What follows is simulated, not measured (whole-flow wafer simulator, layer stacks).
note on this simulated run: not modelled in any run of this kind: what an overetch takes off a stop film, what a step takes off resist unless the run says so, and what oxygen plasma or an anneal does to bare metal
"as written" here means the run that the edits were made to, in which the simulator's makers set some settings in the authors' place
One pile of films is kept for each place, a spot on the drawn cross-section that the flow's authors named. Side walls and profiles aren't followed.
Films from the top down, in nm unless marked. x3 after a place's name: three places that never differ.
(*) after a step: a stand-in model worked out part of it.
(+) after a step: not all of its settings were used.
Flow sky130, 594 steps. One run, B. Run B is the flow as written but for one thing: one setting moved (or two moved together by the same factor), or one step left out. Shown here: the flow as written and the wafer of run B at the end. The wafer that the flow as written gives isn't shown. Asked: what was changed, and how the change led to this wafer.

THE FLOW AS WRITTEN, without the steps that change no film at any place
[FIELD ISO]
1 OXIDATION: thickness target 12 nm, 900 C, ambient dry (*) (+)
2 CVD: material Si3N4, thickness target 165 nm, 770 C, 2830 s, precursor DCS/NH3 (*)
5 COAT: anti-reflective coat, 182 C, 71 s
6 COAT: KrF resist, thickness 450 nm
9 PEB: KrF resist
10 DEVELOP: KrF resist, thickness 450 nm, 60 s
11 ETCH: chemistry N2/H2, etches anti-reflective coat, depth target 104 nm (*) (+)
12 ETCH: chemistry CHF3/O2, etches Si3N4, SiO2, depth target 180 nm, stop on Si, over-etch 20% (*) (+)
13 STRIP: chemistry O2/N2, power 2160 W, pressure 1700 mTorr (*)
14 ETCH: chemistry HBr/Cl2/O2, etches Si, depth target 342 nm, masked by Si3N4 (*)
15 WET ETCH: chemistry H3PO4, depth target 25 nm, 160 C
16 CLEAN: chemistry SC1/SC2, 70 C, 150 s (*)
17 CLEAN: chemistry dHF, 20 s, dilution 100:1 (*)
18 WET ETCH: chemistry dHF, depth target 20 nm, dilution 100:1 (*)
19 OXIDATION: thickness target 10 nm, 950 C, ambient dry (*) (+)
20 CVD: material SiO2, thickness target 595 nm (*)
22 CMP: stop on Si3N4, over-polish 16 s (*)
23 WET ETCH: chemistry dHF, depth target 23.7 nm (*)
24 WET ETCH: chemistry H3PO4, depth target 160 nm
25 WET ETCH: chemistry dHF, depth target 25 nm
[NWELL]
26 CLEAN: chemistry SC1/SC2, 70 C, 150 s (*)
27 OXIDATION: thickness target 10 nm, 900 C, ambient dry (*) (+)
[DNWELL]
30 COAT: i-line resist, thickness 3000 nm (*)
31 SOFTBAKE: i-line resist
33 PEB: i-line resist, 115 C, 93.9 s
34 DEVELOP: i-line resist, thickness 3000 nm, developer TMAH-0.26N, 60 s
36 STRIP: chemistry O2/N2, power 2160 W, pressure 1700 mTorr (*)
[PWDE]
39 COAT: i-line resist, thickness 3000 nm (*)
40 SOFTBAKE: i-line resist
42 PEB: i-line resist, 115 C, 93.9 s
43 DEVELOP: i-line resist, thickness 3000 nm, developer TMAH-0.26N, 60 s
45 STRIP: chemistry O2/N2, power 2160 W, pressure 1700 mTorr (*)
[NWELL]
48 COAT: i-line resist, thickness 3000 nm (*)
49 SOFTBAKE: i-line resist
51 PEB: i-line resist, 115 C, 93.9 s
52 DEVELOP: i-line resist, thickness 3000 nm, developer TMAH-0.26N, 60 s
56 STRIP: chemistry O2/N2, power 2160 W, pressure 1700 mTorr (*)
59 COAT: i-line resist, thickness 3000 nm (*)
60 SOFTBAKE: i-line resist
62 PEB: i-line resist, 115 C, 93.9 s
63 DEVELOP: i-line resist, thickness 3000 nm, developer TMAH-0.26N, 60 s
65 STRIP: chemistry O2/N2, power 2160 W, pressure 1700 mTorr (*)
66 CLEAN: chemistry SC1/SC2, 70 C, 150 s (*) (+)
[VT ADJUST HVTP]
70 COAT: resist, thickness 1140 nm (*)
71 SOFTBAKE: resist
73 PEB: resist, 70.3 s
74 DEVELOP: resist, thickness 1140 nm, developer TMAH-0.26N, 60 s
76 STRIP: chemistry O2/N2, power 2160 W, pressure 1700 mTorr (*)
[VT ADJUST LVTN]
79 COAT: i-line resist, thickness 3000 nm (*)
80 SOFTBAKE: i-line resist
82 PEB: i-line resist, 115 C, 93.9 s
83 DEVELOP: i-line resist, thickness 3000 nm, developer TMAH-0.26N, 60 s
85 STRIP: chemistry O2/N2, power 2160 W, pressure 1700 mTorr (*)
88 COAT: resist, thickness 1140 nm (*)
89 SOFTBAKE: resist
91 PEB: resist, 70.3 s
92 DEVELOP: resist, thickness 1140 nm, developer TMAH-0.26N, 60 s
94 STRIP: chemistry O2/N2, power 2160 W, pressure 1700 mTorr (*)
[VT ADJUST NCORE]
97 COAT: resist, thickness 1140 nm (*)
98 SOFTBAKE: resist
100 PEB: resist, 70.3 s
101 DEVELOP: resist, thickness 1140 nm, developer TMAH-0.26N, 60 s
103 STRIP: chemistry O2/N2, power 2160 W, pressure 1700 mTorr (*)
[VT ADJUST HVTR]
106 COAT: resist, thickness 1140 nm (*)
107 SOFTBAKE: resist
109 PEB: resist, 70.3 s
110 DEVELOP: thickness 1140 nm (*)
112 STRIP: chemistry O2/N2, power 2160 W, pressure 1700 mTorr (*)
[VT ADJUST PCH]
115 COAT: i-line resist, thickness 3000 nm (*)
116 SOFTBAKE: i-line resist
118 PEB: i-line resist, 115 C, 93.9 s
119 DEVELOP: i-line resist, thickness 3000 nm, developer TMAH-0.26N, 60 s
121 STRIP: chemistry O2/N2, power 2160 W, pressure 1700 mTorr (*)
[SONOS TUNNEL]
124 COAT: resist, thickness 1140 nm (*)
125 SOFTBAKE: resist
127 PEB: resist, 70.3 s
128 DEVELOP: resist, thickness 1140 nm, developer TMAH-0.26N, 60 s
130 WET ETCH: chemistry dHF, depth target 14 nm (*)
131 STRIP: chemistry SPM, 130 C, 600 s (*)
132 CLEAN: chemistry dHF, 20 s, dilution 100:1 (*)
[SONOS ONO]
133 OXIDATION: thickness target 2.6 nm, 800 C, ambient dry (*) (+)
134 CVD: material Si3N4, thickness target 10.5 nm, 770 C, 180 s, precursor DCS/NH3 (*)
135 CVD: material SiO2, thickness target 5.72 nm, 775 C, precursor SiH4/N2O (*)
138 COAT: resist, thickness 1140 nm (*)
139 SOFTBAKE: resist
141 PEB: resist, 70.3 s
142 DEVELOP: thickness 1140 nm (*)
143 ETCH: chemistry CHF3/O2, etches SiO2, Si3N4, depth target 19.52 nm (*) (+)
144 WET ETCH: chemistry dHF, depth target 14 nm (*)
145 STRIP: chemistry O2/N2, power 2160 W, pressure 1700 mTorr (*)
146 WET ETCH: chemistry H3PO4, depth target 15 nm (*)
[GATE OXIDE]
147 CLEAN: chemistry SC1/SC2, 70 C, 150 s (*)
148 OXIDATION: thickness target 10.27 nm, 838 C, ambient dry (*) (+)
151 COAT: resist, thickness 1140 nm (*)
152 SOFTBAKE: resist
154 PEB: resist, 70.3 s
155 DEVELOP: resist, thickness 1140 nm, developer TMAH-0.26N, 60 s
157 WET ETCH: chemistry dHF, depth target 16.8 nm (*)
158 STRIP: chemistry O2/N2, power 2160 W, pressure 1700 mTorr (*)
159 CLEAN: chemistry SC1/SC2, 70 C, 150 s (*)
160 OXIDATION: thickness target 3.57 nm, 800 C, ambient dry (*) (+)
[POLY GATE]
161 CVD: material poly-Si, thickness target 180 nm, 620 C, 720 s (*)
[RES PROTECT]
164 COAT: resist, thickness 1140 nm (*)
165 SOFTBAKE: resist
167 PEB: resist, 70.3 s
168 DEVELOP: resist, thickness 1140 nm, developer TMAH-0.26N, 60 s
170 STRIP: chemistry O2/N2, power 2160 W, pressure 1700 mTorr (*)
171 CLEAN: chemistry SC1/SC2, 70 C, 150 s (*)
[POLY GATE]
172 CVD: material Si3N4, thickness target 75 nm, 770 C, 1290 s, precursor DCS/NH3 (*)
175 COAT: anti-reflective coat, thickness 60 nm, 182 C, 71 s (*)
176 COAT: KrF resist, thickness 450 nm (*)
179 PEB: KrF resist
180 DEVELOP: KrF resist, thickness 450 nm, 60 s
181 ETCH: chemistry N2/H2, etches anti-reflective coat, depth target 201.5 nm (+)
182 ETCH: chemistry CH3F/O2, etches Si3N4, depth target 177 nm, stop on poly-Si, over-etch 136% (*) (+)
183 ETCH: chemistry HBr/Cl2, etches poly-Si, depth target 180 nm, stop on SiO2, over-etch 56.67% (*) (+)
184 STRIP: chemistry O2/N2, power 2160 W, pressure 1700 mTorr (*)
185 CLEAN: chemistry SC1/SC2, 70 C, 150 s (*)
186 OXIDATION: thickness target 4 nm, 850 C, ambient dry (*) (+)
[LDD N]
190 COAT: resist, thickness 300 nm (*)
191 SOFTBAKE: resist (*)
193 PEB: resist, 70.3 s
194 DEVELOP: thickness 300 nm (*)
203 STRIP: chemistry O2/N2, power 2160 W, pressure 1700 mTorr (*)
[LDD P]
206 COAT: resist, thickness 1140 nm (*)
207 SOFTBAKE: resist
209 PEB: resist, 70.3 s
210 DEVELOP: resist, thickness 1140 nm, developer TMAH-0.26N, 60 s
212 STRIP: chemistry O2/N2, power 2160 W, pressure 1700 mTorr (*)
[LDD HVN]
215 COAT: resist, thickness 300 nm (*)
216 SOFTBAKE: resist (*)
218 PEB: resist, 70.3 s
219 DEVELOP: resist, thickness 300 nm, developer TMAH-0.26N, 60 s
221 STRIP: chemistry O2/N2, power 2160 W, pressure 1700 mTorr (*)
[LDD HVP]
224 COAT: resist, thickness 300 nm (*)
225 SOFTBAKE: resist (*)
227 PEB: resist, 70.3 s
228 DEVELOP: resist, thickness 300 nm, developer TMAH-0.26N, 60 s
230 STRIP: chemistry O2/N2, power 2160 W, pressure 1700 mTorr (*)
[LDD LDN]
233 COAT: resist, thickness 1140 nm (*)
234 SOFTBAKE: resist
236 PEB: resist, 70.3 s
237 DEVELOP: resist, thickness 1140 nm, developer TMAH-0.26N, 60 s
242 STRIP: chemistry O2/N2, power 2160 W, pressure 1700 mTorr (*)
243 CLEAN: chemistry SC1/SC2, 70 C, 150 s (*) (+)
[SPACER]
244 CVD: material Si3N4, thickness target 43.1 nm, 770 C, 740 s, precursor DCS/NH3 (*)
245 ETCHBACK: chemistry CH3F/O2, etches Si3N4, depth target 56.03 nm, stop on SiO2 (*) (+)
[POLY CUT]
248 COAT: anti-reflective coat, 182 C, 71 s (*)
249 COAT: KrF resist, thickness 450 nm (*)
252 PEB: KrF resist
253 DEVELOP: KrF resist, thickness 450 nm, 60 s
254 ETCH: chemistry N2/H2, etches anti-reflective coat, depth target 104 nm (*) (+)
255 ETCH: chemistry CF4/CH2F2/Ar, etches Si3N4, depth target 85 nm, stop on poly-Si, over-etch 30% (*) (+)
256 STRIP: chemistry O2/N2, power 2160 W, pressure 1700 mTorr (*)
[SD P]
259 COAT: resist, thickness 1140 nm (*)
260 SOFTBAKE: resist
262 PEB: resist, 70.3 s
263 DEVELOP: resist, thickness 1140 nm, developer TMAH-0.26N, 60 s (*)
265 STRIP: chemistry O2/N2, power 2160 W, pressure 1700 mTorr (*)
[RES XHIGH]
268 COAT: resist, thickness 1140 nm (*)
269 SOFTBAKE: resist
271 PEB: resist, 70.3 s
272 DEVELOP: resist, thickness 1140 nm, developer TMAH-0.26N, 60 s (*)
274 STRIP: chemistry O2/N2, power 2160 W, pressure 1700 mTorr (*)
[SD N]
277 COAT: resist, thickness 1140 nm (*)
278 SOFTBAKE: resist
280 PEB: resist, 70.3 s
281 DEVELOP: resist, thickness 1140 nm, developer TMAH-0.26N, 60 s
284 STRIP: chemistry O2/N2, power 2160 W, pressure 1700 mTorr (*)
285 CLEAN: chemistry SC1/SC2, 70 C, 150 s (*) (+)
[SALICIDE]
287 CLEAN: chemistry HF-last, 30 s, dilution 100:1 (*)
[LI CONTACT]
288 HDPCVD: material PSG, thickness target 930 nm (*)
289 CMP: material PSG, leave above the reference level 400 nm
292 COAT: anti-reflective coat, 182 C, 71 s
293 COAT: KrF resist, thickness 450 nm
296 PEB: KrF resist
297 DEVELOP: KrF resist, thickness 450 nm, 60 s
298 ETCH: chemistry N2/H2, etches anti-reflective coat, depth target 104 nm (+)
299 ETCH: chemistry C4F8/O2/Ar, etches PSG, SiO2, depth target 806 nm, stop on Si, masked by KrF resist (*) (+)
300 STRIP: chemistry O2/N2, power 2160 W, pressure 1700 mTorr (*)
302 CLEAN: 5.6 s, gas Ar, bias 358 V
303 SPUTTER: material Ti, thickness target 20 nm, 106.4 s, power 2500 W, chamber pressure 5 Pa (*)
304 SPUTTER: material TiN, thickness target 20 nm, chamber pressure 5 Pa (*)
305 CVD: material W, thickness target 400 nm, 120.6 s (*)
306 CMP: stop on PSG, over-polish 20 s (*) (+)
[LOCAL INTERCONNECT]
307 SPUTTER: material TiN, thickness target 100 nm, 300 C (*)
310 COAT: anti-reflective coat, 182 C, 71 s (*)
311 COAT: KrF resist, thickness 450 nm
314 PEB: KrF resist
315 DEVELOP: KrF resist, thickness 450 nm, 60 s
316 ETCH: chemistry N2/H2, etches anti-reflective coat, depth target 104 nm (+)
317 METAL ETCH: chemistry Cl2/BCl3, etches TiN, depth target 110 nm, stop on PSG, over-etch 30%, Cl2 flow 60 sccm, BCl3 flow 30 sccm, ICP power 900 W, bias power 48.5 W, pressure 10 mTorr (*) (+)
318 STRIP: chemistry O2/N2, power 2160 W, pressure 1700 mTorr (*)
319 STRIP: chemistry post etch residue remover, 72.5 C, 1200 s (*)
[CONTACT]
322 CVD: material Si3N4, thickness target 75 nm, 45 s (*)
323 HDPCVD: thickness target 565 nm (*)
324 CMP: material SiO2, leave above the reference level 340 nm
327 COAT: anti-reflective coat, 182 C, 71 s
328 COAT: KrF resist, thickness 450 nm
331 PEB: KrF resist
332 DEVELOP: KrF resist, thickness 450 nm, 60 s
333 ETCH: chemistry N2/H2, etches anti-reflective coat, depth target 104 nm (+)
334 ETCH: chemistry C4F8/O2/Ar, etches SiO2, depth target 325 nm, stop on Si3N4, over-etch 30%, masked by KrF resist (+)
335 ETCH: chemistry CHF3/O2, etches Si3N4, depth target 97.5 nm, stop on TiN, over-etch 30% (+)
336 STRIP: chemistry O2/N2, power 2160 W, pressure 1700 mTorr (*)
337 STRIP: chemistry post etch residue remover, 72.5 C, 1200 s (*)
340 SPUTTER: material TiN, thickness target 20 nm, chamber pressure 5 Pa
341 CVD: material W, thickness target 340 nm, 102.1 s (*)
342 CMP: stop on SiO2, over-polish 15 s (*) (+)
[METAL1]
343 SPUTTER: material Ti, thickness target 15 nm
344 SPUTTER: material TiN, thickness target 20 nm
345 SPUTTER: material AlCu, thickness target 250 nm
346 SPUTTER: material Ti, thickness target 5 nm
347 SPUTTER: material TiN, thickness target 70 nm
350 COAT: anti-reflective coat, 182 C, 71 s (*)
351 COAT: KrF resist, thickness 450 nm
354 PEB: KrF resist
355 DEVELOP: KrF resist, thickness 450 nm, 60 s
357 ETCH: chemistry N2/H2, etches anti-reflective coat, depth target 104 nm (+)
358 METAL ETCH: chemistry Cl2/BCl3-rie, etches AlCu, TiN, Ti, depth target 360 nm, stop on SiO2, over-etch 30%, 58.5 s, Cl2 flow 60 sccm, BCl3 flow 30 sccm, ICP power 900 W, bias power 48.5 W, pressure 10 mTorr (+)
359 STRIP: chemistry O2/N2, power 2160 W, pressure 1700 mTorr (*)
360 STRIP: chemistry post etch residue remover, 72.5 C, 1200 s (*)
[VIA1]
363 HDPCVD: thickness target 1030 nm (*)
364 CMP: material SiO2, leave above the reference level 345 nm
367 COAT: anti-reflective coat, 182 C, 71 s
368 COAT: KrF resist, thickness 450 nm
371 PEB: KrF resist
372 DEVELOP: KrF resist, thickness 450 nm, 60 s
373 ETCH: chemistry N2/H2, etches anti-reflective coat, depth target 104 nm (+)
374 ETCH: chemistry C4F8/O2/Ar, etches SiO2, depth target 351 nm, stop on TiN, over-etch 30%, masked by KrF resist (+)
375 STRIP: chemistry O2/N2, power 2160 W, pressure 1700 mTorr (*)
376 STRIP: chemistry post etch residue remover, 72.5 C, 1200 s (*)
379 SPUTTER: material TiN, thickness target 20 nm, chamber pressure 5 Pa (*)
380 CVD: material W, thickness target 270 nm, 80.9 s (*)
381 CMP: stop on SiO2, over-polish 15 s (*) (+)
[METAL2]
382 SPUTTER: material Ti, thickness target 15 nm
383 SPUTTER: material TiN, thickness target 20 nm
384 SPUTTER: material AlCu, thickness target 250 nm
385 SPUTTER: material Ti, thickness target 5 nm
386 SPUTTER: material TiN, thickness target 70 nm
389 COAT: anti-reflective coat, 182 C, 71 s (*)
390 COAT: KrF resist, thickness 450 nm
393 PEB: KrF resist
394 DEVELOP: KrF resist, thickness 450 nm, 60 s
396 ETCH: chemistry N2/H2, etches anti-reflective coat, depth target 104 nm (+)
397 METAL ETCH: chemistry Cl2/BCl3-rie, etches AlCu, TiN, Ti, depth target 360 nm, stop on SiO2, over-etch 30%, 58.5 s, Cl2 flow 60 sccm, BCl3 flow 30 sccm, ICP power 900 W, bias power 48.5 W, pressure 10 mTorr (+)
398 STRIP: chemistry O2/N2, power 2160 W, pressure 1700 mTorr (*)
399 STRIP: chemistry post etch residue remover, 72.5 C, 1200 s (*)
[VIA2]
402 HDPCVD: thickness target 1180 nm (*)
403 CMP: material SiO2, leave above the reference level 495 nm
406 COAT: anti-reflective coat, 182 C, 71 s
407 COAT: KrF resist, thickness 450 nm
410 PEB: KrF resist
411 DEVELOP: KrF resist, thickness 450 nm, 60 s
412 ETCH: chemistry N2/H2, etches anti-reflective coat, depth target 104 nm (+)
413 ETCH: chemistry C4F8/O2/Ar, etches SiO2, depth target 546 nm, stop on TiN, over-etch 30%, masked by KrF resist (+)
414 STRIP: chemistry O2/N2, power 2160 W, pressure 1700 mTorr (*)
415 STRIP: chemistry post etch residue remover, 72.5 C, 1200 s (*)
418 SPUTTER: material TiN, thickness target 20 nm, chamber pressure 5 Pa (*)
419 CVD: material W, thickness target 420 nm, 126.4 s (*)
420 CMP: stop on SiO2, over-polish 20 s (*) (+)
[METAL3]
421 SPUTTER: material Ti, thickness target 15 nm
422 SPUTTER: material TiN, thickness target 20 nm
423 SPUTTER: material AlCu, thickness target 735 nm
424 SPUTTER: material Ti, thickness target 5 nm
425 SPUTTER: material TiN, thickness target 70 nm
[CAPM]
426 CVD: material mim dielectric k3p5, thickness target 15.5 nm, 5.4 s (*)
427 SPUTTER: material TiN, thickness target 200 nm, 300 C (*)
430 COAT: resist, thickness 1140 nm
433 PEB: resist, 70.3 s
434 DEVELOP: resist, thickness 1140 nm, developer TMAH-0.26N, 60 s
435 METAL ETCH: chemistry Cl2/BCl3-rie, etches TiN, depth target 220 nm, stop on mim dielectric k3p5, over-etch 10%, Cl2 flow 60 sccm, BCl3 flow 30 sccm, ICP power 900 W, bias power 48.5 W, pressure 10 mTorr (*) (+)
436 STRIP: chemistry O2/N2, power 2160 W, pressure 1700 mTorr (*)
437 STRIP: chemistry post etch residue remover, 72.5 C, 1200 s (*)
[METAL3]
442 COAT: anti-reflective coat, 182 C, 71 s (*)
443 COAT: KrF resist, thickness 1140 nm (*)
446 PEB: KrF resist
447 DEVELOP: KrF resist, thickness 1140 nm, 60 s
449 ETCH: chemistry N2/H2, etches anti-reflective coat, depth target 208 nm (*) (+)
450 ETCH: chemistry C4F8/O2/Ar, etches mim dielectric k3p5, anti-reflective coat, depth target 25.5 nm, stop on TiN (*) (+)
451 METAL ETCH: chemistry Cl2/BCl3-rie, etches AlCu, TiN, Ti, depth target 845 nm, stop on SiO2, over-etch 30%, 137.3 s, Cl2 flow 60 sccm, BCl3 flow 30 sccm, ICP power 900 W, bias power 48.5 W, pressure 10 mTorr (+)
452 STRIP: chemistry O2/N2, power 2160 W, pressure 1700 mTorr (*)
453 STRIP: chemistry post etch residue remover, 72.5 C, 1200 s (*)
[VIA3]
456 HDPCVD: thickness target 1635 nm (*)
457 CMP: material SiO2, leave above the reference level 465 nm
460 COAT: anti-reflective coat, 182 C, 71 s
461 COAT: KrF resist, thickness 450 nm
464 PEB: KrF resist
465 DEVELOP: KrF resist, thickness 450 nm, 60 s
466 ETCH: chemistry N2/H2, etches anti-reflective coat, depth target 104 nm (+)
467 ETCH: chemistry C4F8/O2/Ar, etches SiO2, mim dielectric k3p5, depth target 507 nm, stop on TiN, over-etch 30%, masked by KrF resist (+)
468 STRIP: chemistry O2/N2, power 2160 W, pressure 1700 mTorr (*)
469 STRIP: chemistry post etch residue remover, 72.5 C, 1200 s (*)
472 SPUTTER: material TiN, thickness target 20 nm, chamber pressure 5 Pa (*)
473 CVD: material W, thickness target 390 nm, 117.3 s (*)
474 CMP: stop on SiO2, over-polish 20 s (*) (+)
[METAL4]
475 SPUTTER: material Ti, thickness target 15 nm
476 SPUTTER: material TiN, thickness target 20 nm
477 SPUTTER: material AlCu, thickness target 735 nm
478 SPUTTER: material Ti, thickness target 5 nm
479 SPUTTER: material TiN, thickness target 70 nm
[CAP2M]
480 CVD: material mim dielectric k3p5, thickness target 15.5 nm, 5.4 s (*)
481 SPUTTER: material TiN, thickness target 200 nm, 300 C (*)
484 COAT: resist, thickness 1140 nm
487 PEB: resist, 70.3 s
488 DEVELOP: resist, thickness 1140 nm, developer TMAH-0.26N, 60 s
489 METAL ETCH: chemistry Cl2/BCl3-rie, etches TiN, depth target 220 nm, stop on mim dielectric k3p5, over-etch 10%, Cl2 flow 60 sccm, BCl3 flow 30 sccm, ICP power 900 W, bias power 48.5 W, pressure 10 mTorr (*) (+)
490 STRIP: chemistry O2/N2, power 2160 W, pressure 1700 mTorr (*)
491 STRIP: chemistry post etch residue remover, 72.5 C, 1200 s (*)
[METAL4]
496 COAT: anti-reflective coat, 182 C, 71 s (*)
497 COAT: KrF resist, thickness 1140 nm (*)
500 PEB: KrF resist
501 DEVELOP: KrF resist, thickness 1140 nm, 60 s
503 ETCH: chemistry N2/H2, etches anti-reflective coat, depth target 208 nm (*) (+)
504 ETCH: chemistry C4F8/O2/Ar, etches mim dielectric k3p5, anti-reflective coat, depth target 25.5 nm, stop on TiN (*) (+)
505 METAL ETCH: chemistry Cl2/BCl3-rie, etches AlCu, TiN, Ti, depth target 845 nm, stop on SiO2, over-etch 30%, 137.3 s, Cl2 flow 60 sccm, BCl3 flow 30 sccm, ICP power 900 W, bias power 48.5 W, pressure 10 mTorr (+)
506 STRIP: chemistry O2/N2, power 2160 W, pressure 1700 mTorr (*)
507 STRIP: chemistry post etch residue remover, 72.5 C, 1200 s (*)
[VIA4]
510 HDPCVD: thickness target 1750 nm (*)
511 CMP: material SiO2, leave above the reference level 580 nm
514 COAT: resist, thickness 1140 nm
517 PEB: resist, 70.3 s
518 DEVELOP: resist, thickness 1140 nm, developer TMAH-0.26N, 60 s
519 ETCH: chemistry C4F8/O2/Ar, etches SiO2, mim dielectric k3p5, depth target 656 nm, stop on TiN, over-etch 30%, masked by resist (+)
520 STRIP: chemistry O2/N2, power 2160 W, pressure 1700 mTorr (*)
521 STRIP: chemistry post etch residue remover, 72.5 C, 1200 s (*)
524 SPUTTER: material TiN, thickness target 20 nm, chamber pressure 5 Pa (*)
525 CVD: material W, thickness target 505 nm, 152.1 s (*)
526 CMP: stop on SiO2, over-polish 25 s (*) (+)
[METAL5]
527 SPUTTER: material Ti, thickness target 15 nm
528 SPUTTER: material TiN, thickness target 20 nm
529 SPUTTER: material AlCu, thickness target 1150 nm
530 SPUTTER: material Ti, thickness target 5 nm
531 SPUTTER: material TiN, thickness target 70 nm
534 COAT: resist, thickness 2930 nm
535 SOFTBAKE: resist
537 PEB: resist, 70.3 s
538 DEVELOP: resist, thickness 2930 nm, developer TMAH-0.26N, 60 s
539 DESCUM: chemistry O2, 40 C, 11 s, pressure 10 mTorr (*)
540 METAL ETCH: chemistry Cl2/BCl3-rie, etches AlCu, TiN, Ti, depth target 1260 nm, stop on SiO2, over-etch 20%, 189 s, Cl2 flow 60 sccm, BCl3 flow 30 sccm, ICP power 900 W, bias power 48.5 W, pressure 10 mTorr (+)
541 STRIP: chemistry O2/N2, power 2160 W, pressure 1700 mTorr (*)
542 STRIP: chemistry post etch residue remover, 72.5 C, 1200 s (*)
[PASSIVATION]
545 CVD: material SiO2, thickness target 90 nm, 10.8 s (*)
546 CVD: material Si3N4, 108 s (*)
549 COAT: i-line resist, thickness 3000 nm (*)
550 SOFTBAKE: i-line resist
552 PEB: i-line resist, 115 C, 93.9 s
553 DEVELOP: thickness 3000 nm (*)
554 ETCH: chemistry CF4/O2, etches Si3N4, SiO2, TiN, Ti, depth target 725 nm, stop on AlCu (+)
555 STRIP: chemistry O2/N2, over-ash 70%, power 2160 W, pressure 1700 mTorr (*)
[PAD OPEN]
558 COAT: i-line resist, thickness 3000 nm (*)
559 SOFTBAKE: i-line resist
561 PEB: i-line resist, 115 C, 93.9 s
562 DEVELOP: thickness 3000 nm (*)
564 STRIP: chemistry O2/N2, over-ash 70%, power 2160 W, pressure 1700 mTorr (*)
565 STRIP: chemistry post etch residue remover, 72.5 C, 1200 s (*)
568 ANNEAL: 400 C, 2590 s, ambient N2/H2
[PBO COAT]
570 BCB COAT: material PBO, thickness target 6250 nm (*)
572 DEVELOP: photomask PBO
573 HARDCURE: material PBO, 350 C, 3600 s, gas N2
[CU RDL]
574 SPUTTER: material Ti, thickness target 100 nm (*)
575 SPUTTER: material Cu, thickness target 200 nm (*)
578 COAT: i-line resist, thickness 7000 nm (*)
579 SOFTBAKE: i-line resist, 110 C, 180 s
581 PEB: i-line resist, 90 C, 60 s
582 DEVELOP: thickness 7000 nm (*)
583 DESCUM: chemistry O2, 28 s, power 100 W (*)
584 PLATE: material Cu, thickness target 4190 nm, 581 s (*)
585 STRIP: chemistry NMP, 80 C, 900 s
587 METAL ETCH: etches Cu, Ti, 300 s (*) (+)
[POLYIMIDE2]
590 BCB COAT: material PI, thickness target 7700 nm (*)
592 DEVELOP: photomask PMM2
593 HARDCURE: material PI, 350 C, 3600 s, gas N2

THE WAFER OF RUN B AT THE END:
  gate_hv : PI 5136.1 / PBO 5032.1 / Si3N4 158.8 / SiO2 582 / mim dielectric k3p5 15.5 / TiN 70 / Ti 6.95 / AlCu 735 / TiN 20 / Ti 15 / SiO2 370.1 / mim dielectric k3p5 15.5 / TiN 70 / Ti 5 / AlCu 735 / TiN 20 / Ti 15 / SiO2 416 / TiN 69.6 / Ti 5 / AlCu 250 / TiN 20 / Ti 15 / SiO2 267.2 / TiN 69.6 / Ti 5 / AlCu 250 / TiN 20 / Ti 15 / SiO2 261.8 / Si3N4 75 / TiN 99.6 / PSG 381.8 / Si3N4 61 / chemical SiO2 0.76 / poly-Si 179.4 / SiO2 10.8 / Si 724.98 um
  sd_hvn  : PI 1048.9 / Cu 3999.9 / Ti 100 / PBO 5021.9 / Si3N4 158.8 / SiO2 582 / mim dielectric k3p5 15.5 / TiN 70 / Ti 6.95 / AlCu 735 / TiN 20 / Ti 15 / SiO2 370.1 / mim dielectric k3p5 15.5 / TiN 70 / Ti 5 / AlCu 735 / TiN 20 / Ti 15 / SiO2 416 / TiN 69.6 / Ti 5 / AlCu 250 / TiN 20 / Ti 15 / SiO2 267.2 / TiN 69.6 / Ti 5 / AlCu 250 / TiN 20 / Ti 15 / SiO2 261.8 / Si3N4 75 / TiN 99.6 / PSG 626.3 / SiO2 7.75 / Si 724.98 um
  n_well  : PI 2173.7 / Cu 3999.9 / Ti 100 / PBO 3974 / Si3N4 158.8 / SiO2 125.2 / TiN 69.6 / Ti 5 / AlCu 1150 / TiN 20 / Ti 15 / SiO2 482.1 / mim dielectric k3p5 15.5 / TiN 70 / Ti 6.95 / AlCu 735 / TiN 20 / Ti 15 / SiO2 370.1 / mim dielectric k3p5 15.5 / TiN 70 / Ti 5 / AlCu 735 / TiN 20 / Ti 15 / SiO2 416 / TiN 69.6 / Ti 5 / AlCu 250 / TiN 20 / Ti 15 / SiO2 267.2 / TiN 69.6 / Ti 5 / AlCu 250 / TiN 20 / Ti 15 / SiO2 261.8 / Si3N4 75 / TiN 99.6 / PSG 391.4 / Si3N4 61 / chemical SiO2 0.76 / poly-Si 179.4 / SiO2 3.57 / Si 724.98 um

The cause: step 478, SPUTTER: thickness target 6.95 nm was run, where the flow has thickness target 5 nm.
It can be read off the wafer: gate_hv has Ti 6.95, and step 478 as written asks for 5 nm.

How the change led to this, step by step:
  478 SPUTTER: material Ti, thickness target 5 nm
      field, active, n_well and 189 more: Ti +6.95 (new film) (as written it would be: Ti +5 (new film))
  505 METAL ETCH: chemistry Cl2/BCl3-rie, etches AlCu, TiN, Ti, depth target 845 nm, stop on SiO2, over-etch 30%, 137.3 s, Cl2 flow 60 sccm, BCl3 flow 30 sccm, ICP power 900 W, bias power 48.5 W, pressure 10 mTorr (+)
      field, gate, spacer and 68 more: TiN -70 (all of it), Ti -6.95 (all of it), AlCu -735 (all of it), TiN -20 (all of it), Ti -15 (all of it), SiO2 -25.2 (as written it would be: TiN -70 (all of it), Ti -5 (all of it), AlCu -735 (all of it), TiN -20 (all of it), Ti -15 (all of it), SiO2 -25.4)
      active, vpp_iso1, mim_edge_plate and 14 more: TiN -70 (all of it), Ti -6.95 (all of it), AlCu -735 (all of it), TiN -20 (all of it), Ti -15 (all of it), SiO2 -25.2 (as written it would be: TiN -70 (all of it), Ti -5 (all of it), AlCu -735 (all of it), TiN -20 (all of it), Ti -15 (all of it), SiO2 -25.3)
